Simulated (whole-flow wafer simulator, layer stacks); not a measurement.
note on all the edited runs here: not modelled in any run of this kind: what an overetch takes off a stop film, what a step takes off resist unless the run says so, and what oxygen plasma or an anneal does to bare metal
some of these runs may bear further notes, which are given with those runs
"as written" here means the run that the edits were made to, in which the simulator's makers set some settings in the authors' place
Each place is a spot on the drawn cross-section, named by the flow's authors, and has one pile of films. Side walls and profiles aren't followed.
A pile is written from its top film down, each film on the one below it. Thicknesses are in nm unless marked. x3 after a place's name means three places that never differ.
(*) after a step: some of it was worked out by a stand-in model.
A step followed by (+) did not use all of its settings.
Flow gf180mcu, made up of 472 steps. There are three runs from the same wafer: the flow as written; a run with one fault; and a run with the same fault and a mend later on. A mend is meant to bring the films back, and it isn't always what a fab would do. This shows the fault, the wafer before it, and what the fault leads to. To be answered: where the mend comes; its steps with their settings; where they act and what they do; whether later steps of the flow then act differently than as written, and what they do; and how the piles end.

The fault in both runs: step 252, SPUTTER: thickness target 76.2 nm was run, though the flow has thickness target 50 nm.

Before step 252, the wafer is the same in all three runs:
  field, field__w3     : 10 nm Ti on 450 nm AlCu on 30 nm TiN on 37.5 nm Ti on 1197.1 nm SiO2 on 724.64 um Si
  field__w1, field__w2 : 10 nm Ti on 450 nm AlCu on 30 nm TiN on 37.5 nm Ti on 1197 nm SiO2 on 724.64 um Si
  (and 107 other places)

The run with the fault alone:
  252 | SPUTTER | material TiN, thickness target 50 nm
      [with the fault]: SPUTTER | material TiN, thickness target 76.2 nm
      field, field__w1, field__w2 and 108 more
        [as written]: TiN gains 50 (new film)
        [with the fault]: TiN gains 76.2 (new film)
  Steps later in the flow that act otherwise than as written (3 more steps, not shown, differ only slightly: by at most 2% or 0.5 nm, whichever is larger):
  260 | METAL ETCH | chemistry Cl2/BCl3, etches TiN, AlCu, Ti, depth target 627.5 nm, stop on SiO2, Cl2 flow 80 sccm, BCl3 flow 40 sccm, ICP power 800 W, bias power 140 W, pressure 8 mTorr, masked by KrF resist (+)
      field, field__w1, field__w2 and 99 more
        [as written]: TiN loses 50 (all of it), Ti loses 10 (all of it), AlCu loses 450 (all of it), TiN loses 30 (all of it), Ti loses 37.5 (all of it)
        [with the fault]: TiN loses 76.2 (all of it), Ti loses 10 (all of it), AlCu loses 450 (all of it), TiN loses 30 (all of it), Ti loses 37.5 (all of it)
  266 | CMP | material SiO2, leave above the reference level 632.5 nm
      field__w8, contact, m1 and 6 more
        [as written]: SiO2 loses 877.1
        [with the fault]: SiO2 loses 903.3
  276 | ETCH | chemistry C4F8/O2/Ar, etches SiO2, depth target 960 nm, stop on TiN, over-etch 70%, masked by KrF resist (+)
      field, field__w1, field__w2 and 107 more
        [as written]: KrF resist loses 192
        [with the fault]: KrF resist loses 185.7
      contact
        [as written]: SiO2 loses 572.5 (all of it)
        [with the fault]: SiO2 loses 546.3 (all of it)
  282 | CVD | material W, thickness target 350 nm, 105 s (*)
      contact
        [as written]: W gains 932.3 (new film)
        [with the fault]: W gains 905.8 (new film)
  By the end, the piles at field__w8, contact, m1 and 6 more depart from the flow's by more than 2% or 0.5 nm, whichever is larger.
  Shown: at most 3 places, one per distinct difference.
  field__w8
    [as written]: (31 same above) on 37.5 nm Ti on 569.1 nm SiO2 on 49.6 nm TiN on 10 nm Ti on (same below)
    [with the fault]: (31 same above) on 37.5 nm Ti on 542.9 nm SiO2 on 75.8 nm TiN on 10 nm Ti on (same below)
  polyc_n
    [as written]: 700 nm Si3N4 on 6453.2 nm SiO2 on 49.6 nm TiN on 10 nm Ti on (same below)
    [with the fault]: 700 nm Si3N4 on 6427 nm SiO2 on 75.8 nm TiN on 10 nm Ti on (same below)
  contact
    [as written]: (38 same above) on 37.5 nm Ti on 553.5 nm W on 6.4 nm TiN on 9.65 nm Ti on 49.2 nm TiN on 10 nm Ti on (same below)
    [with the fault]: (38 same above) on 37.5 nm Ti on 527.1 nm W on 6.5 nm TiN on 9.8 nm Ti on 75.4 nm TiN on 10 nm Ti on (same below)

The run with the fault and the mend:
  After step 252 comes the mend.
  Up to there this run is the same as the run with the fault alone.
  252a | METAL ETCH | chemistry Cl2/BCl3, etches TiN, AlCu, Ti, depth target 26.2 nm, Cl2 flow 80 sccm, BCl3 flow 40 sccm, ICP power 800 W, bias power 140 W, pressure 8 mTorr
      field, field__w1, field__w2 and 108 more
        TiN loses 26.2
  Later steps of the flow that are run all act as written at every place that is followed.
  At every place that both follow, the piles at the end match the flow's.
